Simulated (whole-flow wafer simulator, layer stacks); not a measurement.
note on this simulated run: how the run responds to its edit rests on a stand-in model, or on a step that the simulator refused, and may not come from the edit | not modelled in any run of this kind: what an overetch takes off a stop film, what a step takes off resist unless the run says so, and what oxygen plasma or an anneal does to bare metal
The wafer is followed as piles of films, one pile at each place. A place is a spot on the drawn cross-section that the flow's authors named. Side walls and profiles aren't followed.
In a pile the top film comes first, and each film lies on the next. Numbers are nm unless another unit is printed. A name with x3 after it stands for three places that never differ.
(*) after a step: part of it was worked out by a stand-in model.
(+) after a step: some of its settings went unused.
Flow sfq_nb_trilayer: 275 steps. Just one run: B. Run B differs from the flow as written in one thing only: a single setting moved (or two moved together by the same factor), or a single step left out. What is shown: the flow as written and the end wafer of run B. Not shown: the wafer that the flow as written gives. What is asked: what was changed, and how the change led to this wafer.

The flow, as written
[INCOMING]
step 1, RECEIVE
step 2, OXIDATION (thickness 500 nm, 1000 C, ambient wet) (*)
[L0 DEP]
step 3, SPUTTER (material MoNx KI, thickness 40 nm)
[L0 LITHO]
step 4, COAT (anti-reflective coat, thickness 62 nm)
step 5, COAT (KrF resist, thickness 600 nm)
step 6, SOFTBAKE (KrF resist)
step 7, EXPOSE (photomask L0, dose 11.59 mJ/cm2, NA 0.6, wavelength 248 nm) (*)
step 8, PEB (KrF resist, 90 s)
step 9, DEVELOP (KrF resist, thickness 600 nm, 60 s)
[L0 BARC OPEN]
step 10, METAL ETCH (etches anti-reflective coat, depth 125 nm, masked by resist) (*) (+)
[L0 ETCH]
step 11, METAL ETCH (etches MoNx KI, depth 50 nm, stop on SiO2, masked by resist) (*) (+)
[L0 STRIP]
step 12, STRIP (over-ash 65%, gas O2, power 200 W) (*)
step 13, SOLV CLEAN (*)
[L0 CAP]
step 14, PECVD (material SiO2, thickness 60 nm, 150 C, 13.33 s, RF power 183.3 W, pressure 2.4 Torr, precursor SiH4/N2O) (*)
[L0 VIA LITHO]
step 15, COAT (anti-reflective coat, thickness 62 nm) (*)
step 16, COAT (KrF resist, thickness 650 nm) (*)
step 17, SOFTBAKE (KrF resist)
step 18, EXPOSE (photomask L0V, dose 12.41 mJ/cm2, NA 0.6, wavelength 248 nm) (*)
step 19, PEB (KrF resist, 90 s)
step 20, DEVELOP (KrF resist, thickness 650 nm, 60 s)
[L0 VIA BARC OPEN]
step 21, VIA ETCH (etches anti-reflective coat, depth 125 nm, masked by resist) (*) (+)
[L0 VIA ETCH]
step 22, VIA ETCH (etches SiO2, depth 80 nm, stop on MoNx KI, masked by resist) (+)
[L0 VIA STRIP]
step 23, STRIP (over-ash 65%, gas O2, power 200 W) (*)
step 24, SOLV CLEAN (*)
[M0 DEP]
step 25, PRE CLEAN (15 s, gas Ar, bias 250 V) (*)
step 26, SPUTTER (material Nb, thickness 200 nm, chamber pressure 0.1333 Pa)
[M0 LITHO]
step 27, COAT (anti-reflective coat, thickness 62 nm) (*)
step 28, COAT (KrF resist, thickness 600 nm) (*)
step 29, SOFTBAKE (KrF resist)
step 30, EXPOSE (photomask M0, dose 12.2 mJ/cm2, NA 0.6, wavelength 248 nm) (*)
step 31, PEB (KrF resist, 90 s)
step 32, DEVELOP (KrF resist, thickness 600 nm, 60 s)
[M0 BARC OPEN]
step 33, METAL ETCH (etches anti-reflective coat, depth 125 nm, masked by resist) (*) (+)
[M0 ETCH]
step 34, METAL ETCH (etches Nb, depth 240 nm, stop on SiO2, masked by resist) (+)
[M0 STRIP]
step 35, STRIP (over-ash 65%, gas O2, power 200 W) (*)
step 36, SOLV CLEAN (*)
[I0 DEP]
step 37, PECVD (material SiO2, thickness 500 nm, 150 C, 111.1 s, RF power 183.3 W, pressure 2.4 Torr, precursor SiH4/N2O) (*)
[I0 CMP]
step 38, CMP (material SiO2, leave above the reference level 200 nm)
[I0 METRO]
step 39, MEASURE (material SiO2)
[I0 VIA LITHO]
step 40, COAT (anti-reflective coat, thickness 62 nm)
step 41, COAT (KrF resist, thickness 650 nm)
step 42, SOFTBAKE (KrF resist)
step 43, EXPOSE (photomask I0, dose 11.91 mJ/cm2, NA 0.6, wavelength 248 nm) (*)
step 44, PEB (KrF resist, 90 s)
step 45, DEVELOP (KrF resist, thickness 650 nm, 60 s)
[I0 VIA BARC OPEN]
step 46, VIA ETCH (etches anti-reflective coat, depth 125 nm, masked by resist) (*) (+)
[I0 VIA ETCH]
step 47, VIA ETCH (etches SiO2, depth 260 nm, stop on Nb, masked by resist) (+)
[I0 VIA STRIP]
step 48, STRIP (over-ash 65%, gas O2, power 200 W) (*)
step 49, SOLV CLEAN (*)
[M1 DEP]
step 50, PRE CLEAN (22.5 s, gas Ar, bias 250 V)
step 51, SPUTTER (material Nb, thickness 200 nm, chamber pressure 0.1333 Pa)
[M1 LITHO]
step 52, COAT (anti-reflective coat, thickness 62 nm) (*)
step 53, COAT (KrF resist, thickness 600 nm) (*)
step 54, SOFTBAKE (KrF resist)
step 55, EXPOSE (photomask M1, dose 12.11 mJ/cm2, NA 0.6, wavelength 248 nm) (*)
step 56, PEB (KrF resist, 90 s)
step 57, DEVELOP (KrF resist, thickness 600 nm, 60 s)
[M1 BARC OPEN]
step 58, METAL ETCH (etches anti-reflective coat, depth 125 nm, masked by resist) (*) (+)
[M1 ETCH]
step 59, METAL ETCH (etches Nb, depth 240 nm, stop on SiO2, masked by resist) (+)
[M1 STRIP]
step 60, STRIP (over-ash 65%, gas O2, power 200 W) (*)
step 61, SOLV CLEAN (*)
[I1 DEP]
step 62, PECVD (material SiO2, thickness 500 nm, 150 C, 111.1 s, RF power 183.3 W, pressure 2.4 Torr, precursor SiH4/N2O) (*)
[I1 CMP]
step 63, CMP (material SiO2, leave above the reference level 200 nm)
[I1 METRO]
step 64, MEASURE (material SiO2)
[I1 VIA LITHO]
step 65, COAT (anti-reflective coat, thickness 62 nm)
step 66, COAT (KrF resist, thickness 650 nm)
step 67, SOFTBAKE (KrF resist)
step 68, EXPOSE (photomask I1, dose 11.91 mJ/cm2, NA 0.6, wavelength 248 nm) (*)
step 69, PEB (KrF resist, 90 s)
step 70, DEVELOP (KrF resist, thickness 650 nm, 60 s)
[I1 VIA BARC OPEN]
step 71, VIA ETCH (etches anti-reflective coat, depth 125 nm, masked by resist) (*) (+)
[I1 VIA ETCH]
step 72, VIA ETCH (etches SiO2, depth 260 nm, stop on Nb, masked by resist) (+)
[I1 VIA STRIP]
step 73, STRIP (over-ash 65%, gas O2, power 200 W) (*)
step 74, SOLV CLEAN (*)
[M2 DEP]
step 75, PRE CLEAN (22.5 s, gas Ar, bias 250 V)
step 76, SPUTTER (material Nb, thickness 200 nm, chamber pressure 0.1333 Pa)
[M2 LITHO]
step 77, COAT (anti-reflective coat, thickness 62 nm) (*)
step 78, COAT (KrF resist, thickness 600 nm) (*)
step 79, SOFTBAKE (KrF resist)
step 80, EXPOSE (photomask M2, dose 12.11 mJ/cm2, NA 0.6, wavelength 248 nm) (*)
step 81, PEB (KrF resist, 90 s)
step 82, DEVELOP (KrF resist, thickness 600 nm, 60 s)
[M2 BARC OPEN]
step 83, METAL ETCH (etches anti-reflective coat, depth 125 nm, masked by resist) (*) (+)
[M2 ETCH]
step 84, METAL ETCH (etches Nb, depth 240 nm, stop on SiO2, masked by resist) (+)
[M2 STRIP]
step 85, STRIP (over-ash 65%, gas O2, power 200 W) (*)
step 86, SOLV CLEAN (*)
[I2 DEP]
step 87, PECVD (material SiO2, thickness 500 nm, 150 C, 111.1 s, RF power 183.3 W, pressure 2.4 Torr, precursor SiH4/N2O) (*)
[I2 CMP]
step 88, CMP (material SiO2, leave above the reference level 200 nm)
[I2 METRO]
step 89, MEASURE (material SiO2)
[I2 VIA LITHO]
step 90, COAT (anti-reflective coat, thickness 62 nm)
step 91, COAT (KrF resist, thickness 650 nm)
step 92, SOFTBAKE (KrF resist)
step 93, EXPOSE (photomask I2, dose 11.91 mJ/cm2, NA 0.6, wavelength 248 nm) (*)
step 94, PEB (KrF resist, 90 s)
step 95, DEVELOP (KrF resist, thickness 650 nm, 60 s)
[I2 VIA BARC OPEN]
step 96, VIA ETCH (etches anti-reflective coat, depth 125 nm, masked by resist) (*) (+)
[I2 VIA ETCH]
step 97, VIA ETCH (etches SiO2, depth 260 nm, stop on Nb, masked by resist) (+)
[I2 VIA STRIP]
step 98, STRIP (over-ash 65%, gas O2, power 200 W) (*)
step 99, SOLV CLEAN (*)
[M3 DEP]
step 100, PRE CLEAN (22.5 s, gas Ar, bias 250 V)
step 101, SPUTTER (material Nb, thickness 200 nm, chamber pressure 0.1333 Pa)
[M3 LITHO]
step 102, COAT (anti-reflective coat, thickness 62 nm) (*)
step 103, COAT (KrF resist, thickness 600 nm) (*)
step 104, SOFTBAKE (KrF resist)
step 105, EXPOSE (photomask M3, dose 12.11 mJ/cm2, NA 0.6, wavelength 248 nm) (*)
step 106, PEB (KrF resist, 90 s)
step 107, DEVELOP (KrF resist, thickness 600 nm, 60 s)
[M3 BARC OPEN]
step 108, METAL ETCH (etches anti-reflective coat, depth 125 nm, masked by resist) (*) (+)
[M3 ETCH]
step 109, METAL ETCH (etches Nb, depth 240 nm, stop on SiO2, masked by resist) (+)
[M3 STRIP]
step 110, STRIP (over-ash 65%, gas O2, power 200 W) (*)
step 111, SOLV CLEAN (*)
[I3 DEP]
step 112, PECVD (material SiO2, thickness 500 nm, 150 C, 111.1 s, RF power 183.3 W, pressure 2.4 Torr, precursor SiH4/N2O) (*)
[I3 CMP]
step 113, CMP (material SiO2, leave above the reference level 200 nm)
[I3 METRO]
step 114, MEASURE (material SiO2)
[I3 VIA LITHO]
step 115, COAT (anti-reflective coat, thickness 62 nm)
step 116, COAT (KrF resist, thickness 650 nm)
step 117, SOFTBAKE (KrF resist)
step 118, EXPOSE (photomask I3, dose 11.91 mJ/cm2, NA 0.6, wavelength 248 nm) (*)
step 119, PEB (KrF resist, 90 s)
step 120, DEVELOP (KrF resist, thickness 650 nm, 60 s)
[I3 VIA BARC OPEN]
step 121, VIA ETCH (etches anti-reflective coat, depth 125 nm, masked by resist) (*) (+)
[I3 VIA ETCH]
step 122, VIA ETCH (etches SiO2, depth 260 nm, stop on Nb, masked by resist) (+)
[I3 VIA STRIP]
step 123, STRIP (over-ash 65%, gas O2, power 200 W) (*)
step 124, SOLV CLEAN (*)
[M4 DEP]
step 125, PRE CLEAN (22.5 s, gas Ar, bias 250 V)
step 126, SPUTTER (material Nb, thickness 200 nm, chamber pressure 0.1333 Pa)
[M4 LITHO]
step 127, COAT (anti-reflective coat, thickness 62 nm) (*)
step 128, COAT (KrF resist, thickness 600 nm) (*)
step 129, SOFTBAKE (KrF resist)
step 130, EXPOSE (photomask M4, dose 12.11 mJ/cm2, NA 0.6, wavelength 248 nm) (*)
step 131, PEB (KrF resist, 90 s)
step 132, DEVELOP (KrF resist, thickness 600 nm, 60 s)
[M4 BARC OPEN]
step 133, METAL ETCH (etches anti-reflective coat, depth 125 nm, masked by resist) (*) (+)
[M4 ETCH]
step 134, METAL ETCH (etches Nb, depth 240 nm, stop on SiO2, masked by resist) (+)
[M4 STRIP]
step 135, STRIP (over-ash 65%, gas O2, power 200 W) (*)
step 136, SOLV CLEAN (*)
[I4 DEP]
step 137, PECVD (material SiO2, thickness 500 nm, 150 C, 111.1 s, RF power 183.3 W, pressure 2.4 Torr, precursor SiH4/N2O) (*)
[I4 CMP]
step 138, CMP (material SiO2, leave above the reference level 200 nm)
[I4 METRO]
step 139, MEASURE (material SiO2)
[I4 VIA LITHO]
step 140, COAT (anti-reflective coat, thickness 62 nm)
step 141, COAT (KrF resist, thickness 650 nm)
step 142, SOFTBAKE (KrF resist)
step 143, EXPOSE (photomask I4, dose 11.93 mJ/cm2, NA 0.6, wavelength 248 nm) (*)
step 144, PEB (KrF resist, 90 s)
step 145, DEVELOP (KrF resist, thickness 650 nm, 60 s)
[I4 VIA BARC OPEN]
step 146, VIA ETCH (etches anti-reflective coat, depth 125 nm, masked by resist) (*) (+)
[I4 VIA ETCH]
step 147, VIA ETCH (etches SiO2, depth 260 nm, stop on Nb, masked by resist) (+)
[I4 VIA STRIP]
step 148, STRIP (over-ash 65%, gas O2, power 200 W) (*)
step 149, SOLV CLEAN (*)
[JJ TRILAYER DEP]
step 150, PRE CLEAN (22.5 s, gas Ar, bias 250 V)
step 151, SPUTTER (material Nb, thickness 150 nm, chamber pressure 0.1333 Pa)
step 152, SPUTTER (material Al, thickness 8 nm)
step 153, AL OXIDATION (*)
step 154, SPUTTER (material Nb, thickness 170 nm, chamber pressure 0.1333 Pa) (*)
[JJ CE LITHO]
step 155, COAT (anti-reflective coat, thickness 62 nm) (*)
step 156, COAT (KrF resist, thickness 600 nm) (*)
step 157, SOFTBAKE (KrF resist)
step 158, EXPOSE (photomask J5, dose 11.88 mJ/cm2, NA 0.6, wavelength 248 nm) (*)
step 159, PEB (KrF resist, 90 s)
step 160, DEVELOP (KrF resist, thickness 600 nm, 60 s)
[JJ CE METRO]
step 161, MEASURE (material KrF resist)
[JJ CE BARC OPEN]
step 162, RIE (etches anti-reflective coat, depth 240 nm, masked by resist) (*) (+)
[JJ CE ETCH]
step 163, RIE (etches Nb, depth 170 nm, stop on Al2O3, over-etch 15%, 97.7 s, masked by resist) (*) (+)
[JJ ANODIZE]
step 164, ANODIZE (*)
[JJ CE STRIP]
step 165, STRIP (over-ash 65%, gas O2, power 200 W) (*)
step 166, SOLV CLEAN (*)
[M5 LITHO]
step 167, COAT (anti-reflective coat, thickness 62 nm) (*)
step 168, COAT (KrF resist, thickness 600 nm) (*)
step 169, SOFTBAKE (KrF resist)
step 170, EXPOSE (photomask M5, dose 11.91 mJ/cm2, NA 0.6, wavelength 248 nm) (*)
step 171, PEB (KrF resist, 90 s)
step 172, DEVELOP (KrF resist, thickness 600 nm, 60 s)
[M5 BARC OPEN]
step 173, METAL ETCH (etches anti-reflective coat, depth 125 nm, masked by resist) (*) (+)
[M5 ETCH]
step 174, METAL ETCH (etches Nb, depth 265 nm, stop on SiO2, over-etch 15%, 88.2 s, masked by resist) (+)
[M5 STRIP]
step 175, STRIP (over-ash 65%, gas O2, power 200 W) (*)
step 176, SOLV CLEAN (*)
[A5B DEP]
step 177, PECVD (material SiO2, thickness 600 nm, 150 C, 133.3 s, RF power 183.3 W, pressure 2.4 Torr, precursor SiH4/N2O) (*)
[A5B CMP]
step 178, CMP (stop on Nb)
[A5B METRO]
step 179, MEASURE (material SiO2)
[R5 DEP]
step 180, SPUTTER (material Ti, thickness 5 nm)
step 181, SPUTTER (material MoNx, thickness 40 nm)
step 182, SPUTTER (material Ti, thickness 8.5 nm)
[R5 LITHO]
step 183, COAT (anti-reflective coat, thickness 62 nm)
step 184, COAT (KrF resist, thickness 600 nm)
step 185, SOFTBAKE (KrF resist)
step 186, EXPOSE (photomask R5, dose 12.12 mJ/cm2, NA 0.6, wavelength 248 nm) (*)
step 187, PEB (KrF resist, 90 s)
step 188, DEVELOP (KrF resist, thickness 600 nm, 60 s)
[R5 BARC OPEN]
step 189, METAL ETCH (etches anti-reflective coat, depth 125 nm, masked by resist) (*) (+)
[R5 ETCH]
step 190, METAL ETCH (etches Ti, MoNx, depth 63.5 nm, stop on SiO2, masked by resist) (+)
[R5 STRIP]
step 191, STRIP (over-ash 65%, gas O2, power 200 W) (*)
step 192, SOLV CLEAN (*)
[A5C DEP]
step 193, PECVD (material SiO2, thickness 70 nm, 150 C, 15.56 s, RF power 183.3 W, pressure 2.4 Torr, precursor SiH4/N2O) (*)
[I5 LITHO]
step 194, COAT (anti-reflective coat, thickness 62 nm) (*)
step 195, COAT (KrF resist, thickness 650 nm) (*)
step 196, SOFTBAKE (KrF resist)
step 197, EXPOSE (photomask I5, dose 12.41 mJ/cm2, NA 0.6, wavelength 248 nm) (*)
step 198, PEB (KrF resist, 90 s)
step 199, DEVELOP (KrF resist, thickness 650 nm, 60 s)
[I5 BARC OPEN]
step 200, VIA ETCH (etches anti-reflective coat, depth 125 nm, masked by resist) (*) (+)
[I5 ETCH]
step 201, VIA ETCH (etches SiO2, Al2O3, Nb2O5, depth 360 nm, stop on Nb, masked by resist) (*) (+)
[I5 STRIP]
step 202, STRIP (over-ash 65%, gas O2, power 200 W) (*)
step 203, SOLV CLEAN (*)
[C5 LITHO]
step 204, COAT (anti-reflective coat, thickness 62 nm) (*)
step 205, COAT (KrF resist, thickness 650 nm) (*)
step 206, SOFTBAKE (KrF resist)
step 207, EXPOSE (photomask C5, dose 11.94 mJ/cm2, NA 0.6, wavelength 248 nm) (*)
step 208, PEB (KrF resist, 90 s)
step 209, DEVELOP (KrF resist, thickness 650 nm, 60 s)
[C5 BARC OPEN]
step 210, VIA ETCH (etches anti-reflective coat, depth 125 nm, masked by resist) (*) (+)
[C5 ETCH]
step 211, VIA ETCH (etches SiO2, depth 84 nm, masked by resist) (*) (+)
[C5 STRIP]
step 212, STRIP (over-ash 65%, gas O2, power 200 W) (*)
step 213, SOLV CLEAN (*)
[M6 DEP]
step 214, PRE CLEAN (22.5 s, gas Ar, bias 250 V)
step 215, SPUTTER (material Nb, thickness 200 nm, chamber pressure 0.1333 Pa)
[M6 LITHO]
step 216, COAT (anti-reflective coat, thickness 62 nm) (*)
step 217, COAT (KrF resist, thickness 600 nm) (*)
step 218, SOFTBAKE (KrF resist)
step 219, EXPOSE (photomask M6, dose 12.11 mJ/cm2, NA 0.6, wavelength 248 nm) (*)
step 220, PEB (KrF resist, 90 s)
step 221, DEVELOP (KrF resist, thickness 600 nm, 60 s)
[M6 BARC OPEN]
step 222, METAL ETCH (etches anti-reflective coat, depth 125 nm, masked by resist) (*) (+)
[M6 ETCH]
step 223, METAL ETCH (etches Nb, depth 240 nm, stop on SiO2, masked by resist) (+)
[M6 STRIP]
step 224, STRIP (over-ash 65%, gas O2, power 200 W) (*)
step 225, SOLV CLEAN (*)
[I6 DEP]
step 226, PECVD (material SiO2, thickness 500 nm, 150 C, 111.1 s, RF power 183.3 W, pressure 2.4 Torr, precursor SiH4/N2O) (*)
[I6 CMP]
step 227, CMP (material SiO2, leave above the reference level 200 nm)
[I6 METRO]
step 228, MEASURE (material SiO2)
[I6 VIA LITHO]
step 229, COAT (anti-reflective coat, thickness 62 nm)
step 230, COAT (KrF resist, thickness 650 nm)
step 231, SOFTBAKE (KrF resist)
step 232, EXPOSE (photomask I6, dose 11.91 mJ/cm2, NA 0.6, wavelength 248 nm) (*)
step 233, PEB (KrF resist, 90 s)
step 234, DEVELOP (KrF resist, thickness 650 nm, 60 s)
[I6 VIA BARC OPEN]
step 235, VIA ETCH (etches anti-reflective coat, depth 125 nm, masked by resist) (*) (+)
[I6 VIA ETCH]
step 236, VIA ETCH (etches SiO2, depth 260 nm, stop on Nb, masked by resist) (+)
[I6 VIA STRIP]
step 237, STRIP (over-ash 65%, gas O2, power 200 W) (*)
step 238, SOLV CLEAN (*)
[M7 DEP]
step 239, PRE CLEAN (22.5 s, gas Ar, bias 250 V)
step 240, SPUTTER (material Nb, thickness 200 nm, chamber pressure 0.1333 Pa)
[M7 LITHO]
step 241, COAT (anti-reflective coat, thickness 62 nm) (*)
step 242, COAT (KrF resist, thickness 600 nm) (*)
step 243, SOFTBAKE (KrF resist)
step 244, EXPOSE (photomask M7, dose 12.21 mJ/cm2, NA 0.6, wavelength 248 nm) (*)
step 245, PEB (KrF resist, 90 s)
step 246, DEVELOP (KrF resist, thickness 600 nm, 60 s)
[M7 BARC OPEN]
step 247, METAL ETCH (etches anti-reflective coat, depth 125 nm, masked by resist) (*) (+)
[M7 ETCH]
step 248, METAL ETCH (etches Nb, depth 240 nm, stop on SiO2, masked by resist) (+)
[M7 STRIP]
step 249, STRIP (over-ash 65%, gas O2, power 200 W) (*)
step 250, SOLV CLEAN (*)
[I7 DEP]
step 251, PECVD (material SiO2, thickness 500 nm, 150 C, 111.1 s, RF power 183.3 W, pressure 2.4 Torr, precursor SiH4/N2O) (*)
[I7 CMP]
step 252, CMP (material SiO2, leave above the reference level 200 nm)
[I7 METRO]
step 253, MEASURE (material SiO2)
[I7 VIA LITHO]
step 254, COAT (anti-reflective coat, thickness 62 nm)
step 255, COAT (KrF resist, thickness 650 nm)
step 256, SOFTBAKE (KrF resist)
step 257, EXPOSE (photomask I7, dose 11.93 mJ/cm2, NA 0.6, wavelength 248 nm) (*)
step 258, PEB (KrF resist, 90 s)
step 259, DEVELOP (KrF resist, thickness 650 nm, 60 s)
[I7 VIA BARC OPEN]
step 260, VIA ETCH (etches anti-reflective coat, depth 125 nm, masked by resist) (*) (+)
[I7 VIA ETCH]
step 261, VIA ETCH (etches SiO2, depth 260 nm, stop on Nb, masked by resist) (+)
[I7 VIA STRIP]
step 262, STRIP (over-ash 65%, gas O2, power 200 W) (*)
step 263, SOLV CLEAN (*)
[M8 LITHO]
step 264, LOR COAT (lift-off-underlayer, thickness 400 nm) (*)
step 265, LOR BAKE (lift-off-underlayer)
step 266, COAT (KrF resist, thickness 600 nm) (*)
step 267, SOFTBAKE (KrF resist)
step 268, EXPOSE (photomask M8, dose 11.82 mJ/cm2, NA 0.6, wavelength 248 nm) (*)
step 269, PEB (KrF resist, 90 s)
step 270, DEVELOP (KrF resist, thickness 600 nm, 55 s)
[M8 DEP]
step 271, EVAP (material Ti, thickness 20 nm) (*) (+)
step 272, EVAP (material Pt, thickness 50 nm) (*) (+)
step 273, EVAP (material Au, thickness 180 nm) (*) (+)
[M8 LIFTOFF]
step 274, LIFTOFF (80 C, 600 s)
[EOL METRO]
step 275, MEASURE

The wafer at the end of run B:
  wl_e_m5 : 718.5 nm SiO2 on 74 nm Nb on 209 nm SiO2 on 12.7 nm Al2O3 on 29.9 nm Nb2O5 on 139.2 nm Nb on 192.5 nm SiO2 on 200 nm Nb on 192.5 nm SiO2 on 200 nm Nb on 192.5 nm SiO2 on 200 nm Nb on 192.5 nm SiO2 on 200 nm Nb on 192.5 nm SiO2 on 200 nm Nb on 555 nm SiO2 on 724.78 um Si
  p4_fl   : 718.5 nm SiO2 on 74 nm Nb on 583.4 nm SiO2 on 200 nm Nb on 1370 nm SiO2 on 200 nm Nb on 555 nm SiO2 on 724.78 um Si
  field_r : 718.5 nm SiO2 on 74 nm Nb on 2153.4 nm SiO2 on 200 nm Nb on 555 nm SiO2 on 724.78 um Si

Cause: step 223, METAL ETCH: depth 126 nm was run, whereas the flow has depth 240 nm.

Step by step, how the change led to this:
  step 223, METAL ETCH (etches Nb, depth 240 nm, stop on SiO2, masked by resist) (+)
      field_l, gap, moat and 76 more: Nb loses 126 (it would be, as written: Nb loses 200 (all of it))
      v_sur, via_wl, via_w and 24 more: KrF resist loses 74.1 (it would be, as written: KrF resist loses 141.2)
  step 224, STRIP (over-ash 65%, gas O2, power 200 W) (*)
      wl_j_sl, wl_j_sr: KrF resist loses 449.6 (all of it), anti-reflective coat loses 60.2 (all of it) (it would be, as written: KrF resist loses 382.5 (all of it), anti-reflective coat loses 60.2 (all of it))
      wl_c_m6, wl_f_m6: KrF resist loses 449.3 (all of it), anti-reflective coat loses 62 (all of it) (it would be, as written: KrF resist loses 382.3 (all of it), anti-reflective coat loses 62 (all of it))
      (also at 23 further places)
  step 226, PECVD (material SiO2, thickness 500 nm, 150 C, 111.1 s, RF power 183.3 W, pressure 2.4 Torr, precursor SiH4/N2O) (*)
      field_l, p4_fl, p4_fm and 62 more: SiO2 gains 500 (new film) (it would be, as written: SiO2 gains 500)
      moat, field_r, lsp_l, ln_m5, lsp_m: SiO2 gains 500 (new film) (it would be, as written: SiO2 gains 493.6)
      (also at 9 further places)
  step 227, CMP (material SiO2, leave above the reference level 200 nm)
      field_l, p4_fl, p4_fm and 59 more: SiO2 loses 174 (it would be, as written: SiO2 loses 100)
      moat, field_r, lsp_l, ln_m5, lsp_m: SiO2 loses 174 (it would be, as written: SiO2 loses 93.6)
      (also at 12 further places)
If metal films that touch count as one body, wl_e_m5 has 7 bodies (between them, from the top down: SiO2 209 / Al2O3 12.7 / Nb2O5 29.9; SiO2 192.5; SiO2 192.5; SiO2 192.5; SiO2 192.5; SiO2 192.5); the flow as written gives 6 bodies (between them, from the top down: SiO2 192.5; SiO2 192.5; SiO2 192.5; SiO2 192.5; SiO2 192.5).
If metal films that touch count as one body, p4_fl has 3 bodies (between them, from the top down: SiO2 583.4; SiO2 1370); the flow as written gives 2 bodies (between them, from the top down: SiO2 1370).
If metal films that touch count as one body, field_r has 2 bodies (between them, from the top down: SiO2 2153.4); the flow as written gives 1 body.
